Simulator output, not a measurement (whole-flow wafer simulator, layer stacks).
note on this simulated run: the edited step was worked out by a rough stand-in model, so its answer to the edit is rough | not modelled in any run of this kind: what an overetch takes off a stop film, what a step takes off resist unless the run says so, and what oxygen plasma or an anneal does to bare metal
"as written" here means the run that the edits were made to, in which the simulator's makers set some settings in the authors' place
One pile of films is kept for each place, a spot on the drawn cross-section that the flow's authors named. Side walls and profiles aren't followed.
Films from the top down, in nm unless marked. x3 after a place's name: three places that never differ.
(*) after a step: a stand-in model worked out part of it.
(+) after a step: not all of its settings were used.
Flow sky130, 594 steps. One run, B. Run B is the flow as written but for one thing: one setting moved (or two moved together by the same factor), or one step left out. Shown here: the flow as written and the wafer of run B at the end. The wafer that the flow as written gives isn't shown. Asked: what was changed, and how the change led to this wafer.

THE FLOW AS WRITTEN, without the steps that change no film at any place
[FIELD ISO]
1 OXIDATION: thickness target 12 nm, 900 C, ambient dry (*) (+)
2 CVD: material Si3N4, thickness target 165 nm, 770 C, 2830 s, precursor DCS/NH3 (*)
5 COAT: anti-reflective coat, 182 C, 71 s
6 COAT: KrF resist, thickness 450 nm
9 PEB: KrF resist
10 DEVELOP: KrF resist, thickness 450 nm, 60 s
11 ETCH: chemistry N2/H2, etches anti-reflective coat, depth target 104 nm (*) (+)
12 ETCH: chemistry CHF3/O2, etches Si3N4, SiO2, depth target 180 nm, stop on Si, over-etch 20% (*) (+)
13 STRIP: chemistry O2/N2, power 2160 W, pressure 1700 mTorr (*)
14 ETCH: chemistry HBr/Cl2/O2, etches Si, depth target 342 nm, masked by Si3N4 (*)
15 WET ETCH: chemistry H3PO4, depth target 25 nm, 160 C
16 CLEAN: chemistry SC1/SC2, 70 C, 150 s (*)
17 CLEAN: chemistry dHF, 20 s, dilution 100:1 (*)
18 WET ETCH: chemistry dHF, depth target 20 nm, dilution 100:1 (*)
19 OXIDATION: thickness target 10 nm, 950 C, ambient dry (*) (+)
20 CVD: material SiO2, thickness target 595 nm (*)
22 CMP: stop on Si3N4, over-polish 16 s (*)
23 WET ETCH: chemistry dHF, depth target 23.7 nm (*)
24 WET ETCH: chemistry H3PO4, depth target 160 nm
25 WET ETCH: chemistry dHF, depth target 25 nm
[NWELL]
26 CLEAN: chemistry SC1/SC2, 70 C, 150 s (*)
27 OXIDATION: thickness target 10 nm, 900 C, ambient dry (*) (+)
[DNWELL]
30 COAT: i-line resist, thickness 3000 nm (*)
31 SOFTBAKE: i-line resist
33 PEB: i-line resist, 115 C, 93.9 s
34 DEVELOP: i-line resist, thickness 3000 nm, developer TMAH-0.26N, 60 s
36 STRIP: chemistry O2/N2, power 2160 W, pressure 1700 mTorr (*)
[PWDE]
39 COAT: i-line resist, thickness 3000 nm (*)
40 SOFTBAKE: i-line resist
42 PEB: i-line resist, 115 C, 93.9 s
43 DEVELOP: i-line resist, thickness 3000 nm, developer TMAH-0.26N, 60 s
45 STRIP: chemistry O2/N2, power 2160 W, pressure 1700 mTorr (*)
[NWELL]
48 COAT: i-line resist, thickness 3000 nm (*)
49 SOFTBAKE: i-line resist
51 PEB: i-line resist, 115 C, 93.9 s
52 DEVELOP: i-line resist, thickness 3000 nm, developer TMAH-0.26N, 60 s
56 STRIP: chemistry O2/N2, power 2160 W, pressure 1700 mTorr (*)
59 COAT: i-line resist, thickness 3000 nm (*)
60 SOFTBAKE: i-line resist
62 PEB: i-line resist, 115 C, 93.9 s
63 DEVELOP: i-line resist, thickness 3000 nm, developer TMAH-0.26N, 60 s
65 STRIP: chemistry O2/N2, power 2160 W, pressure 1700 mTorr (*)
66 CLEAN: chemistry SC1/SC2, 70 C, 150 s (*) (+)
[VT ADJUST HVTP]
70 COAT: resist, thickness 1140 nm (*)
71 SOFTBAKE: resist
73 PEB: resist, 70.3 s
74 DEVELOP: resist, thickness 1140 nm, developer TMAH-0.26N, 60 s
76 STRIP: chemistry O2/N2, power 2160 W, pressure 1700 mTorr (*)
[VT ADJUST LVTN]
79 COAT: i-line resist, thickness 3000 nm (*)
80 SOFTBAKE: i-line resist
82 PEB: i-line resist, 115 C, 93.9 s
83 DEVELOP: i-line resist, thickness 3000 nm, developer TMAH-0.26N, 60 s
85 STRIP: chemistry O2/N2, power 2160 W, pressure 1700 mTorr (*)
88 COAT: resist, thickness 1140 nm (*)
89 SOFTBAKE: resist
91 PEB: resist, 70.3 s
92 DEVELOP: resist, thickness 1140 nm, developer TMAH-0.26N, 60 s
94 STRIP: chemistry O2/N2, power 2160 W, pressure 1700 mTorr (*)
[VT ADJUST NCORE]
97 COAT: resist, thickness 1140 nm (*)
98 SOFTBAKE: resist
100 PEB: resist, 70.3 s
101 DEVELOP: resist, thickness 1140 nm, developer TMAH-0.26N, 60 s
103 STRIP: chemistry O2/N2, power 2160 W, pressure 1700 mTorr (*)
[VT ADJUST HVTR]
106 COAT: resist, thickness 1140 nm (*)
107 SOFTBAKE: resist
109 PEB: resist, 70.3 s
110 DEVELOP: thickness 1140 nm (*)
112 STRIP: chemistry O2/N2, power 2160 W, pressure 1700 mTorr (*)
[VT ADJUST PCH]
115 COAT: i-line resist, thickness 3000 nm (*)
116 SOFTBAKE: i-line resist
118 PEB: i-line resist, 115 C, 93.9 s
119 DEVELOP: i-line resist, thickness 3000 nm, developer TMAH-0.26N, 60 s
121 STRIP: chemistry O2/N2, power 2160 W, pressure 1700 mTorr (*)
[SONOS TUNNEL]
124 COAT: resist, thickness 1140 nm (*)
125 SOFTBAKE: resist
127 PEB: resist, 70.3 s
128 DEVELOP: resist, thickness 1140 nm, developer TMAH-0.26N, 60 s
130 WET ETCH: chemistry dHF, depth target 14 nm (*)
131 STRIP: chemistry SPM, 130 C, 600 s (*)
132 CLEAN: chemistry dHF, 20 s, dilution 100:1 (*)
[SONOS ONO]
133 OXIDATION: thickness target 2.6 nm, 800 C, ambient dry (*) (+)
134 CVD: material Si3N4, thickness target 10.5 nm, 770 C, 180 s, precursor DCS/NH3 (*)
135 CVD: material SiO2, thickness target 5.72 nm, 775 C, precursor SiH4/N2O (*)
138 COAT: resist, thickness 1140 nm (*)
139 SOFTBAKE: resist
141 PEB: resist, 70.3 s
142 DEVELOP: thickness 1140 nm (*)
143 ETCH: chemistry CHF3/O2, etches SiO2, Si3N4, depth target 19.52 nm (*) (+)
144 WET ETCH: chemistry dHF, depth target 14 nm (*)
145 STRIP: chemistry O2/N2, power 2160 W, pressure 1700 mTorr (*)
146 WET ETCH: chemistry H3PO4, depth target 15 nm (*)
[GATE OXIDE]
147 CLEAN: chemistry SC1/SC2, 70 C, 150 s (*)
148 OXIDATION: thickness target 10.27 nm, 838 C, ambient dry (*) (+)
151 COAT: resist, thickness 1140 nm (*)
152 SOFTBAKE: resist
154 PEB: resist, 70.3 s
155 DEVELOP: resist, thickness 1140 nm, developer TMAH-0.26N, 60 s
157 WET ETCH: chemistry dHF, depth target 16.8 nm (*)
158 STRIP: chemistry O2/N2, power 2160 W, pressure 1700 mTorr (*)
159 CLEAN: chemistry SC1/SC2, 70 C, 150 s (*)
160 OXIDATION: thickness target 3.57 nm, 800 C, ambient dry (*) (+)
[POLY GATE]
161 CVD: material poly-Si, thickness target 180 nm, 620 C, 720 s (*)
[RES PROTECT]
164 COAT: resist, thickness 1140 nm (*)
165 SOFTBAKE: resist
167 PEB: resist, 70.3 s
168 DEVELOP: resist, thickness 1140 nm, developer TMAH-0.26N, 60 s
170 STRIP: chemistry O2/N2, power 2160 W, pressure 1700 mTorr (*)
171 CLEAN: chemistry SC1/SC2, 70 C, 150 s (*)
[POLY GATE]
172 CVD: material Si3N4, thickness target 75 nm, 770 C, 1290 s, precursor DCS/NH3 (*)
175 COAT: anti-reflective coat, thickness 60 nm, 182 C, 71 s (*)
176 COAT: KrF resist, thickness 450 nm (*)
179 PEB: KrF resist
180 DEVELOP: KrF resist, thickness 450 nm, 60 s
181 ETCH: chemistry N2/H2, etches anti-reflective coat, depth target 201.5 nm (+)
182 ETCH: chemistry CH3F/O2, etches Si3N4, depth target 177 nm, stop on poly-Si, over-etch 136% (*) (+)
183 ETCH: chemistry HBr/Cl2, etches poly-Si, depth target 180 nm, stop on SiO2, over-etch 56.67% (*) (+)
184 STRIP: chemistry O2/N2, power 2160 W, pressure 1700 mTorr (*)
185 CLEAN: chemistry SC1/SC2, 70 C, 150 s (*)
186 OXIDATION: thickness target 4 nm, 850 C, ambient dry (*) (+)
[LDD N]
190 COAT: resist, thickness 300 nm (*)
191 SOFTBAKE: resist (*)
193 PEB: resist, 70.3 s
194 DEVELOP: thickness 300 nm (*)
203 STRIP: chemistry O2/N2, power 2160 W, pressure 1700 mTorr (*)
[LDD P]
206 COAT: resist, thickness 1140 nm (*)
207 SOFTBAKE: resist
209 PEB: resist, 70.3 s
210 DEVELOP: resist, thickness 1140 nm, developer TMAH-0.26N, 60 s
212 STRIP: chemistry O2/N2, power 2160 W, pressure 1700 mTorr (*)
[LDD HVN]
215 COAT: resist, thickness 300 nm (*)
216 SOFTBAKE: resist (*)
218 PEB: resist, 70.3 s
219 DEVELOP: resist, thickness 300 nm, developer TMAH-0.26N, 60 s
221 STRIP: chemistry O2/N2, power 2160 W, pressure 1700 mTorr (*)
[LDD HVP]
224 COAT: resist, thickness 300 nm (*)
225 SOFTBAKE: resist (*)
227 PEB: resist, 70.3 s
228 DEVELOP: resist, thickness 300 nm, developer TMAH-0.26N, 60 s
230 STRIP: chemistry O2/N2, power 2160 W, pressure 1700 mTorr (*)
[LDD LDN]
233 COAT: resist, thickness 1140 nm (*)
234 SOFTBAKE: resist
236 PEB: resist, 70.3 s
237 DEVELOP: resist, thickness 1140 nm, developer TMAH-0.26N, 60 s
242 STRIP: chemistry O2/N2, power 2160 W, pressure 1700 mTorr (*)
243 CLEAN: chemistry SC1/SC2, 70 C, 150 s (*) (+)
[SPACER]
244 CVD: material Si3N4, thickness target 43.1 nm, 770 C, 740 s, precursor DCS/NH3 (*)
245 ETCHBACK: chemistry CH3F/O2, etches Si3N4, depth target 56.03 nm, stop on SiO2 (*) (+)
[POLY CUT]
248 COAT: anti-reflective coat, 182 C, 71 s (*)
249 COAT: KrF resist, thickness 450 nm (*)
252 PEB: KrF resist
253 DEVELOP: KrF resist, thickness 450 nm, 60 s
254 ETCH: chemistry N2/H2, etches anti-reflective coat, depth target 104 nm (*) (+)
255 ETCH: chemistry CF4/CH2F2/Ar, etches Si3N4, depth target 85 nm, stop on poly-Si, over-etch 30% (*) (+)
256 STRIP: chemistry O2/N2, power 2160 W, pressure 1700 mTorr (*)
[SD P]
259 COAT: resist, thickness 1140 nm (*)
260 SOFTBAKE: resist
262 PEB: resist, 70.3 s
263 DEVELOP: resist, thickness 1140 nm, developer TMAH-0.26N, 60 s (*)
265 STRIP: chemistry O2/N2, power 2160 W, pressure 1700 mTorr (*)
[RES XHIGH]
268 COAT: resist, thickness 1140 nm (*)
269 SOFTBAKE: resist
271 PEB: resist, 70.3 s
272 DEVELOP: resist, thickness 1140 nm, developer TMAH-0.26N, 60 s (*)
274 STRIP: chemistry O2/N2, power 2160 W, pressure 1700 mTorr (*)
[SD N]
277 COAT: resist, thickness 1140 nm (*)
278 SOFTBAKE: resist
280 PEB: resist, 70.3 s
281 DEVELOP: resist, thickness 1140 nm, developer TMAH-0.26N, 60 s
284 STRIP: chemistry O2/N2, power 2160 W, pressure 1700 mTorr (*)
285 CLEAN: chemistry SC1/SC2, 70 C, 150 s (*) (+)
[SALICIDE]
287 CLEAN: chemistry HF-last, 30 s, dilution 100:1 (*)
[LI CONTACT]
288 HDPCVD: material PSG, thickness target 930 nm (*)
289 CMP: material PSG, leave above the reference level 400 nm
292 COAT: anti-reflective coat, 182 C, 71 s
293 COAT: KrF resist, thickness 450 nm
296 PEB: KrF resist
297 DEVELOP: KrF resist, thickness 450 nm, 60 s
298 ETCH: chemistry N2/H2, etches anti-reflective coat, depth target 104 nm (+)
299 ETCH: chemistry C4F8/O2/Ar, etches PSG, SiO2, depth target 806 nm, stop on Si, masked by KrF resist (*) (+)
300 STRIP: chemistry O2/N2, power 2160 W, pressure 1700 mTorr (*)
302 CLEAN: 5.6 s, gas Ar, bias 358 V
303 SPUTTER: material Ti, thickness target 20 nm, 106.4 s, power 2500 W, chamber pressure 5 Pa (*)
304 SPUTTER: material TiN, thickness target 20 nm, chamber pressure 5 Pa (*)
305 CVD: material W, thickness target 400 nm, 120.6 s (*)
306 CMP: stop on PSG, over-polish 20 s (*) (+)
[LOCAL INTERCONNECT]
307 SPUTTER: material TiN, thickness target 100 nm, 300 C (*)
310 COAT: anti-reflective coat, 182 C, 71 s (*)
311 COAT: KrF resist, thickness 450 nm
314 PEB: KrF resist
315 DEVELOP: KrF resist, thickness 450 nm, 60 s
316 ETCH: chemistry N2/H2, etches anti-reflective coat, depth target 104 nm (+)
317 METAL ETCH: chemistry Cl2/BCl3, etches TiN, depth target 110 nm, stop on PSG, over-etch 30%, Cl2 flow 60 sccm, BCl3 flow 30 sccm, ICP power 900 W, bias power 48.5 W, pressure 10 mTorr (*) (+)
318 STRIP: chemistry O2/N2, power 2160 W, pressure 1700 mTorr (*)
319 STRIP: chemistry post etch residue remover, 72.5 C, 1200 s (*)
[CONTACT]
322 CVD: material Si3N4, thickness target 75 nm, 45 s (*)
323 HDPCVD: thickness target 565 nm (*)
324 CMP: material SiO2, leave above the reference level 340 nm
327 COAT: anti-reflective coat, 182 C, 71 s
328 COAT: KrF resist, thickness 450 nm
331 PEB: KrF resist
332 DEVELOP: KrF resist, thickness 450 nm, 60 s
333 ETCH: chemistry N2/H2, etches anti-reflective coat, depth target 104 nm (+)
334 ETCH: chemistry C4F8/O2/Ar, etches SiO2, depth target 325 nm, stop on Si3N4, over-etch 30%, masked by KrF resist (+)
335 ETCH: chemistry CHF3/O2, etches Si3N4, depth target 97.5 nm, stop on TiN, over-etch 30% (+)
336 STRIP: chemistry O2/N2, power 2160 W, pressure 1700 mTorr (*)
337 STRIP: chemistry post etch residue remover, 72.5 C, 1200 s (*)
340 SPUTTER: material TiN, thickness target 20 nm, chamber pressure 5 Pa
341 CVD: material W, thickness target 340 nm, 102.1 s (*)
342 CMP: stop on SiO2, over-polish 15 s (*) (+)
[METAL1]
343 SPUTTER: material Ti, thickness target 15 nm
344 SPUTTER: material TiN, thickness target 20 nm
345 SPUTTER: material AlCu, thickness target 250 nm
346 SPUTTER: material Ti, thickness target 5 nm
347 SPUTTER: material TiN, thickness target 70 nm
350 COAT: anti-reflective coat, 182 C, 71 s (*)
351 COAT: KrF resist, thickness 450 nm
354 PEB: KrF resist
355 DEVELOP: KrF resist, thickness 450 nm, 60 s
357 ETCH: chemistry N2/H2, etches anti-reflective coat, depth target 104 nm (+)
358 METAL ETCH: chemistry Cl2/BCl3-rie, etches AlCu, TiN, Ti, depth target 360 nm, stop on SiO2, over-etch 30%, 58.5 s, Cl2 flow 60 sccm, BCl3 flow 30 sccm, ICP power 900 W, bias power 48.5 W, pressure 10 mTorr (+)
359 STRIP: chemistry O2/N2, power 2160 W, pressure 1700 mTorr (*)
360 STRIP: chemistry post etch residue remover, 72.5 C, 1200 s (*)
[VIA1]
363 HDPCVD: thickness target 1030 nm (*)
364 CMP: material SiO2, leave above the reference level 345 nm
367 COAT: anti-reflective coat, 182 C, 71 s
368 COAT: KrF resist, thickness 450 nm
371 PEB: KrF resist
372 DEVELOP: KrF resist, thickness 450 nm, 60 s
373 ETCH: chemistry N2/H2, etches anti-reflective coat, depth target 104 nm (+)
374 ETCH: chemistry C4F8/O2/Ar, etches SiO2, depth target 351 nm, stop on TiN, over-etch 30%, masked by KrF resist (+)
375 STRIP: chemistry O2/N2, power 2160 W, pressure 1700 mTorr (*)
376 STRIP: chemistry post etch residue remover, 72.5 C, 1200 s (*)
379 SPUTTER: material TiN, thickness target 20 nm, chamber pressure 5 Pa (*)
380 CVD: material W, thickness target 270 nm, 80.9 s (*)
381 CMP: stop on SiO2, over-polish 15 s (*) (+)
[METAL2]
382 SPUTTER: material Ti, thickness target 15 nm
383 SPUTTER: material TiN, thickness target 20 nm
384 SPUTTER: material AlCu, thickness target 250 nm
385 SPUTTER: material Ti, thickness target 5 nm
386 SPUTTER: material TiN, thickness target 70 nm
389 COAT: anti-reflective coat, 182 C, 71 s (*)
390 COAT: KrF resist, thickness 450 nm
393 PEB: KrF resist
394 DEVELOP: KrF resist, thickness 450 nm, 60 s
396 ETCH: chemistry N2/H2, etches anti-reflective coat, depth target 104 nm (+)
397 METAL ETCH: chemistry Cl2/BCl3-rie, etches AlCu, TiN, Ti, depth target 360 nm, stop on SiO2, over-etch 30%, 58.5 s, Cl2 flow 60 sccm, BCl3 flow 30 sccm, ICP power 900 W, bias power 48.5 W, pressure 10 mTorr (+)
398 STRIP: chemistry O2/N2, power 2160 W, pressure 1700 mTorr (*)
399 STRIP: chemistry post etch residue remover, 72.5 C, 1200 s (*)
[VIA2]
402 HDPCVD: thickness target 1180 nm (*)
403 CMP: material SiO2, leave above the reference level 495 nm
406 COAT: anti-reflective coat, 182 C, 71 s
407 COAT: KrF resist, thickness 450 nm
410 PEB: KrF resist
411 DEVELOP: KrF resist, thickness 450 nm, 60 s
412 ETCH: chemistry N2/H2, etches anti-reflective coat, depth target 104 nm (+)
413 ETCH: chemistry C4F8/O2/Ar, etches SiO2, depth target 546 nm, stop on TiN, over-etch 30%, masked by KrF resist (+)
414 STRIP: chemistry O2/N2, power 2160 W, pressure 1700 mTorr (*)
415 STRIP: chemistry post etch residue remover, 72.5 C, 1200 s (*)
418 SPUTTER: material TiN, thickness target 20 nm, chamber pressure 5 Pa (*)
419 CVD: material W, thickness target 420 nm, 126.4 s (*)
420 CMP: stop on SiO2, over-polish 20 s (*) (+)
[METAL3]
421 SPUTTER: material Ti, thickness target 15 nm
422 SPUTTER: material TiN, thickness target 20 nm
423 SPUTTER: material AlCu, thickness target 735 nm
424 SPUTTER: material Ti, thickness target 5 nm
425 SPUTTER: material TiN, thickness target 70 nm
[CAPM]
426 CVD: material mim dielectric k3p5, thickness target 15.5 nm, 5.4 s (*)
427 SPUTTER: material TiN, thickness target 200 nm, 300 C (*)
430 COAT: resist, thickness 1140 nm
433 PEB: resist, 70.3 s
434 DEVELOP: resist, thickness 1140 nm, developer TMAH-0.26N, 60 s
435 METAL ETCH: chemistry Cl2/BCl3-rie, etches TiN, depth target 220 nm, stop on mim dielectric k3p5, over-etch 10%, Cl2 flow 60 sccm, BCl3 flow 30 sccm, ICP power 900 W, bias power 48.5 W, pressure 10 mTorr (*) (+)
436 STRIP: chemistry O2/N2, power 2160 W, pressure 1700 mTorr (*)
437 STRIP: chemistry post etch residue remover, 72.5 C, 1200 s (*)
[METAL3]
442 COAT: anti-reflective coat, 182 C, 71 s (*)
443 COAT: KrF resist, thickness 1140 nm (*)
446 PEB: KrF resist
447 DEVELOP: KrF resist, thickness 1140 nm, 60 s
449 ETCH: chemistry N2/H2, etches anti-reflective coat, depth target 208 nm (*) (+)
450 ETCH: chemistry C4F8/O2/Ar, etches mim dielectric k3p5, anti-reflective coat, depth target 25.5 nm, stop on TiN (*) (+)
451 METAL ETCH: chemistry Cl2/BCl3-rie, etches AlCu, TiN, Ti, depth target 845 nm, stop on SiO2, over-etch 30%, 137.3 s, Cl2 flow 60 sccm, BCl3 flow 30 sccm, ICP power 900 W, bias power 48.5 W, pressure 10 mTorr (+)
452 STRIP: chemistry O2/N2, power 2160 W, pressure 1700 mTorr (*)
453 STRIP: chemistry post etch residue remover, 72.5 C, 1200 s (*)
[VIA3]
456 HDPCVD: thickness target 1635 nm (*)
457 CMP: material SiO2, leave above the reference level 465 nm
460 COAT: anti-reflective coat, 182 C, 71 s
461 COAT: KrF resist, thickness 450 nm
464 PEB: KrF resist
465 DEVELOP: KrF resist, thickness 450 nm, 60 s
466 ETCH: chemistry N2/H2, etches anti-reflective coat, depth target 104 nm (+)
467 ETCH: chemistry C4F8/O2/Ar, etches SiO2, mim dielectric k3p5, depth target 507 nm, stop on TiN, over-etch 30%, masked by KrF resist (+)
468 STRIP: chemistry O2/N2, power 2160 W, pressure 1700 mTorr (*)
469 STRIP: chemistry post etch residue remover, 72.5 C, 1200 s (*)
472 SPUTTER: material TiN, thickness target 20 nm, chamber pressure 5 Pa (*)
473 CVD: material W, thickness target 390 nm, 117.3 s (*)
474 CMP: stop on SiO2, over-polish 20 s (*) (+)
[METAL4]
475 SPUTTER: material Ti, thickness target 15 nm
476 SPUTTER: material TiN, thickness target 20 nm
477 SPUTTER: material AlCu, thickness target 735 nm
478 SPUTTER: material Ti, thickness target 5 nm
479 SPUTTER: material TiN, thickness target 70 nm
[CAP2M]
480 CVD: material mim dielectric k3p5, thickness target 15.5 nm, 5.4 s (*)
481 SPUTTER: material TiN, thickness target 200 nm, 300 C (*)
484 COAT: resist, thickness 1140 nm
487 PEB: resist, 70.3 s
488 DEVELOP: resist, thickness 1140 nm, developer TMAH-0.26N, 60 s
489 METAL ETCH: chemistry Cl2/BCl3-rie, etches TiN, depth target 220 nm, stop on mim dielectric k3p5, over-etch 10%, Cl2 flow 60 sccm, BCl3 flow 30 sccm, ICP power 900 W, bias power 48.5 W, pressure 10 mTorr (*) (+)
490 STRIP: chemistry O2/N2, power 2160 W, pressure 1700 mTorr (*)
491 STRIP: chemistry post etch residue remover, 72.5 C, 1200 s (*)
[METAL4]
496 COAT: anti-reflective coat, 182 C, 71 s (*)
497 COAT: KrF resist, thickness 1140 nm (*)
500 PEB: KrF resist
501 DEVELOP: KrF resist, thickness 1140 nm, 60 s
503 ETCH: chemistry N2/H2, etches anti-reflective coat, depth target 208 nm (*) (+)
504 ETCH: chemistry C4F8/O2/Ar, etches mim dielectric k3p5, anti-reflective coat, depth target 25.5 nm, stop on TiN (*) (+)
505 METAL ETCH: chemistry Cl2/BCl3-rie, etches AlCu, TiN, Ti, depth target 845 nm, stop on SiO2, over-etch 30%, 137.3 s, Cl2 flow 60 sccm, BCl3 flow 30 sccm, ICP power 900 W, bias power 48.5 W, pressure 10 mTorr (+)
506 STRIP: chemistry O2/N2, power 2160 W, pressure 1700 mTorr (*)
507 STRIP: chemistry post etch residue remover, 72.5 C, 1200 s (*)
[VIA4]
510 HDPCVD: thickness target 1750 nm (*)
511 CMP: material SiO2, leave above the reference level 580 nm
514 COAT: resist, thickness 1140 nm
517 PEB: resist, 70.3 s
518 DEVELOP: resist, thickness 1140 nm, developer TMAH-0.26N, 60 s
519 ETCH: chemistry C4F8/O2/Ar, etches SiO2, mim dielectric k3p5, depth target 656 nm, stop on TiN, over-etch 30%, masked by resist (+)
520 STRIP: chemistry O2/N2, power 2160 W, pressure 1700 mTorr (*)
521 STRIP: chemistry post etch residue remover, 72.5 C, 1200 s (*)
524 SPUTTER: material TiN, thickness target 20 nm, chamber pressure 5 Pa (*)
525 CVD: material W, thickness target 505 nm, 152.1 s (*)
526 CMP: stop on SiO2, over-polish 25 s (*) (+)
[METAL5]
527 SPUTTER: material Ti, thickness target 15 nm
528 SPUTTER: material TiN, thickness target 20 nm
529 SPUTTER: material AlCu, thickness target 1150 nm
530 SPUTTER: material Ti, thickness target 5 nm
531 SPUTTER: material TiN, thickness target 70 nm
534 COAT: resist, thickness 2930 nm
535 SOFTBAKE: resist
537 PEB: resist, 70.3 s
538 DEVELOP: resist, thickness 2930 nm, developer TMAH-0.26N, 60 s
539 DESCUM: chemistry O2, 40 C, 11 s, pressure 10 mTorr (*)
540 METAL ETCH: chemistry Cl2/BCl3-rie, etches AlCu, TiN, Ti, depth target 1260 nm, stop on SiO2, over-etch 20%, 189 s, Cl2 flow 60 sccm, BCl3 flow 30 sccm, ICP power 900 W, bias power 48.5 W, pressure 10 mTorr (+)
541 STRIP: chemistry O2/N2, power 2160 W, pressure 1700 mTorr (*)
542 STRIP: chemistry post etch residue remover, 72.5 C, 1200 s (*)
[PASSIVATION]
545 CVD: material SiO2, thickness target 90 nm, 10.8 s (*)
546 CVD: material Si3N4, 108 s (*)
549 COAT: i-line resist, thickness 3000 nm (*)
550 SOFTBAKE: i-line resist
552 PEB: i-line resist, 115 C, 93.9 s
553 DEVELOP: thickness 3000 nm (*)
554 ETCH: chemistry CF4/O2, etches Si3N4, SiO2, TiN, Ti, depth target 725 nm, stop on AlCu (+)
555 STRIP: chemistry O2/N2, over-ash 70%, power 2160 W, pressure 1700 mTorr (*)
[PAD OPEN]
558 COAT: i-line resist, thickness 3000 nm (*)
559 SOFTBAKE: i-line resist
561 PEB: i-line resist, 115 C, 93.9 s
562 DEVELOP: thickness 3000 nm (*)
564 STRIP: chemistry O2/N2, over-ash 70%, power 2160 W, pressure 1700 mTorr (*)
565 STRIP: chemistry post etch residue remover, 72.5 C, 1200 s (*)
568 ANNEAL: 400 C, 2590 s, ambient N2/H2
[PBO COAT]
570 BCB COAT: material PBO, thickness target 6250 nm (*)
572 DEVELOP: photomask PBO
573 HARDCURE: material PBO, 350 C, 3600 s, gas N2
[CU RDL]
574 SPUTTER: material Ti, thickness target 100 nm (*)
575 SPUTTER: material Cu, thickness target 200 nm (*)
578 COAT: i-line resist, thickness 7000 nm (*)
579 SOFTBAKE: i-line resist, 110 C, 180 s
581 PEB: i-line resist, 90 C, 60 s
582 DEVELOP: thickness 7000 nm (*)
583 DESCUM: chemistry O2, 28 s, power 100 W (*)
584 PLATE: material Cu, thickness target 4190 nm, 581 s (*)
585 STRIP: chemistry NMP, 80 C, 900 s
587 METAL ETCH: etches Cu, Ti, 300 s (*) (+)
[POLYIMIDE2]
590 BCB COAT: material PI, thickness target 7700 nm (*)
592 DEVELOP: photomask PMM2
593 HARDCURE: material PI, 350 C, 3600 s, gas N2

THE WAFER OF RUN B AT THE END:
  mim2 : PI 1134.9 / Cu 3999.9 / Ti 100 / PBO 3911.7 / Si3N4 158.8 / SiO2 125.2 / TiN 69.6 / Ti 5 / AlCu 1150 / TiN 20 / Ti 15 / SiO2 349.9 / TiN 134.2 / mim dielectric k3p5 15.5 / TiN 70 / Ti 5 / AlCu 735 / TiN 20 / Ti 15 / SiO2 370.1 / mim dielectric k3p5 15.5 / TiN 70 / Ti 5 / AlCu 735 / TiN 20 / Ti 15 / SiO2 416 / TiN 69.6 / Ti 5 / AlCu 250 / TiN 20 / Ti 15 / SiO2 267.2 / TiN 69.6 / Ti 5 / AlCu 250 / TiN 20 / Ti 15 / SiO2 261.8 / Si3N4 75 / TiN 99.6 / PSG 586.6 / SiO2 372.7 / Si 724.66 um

The cause: step 481, SPUTTER: thickness target 135 nm was run, where the flow has thickness target 200 nm.

How the change led to this, step by step:
  481 SPUTTER: material TiN, thickness target 200 nm, 300 C (*)
      field, active, n_well and 189 more: TiN +135 (new film) (as written it would be: TiN +200 (new film))
  489 METAL ETCH: chemistry Cl2/BCl3-rie, etches TiN, depth target 220 nm, stop on mim dielectric k3p5, over-etch 10%, Cl2 flow 60 sccm, BCl3 flow 30 sccm, ICP power 900 W, bias power 48.5 W, pressure 10 mTorr (*) (+)
      field, active, n_well and 188 more: TiN -135 (all of it) (as written it would be: TiN -200 (all of it))
      mim2: resist -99 (as written it would be: resist -146.7)
  490 STRIP: chemistry O2/N2, power 2160 W, pressure 1700 mTorr (*)
      mim2: resist -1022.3 (all of it) (as written it would be: resist -974.6 (all of it))
  496 COAT: anti-reflective coat, 182 C, 71 s (*)
      iso_guard__w2: anti-reflective coat +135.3 (new film) (as written it would be: anti-reflective coat +177.8 (new film))
      mim2: anti-reflective coat +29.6 (new film) (as written it would be: anti-reflective coat +40.3 (new film))
  497 COAT: KrF resist, thickness 1140 nm (*)
      iso_guard__w2: KrF resist +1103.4 (new film) (as written it would be: KrF resist +1074.8 (new film))
      mim2: KrF resist +1077.4 (new film) (as written it would be: KrF resist +1018.9 (new film))
  506 STRIP: chemistry O2/N2, power 2160 W, pressure 1700 mTorr (*)
      iso_guard__w2: KrF resist -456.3 (all of it), anti-reflective coat -135.3 (all of it) (as written it would be: KrF resist -427.9 (all of it), anti-reflective coat -177.8 (all of it))
      mim2: KrF resist -430.4 (all of it), anti-reflective coat -29.6 (all of it) (as written it would be: KrF resist -372.1 (all of it), anti-reflective coat -40.3 (all of it))
  511 CMP: material SiO2, leave above the reference level 580 nm
      mim2: SiO2 -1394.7 (as written it would be: SiO2 -1459.7)
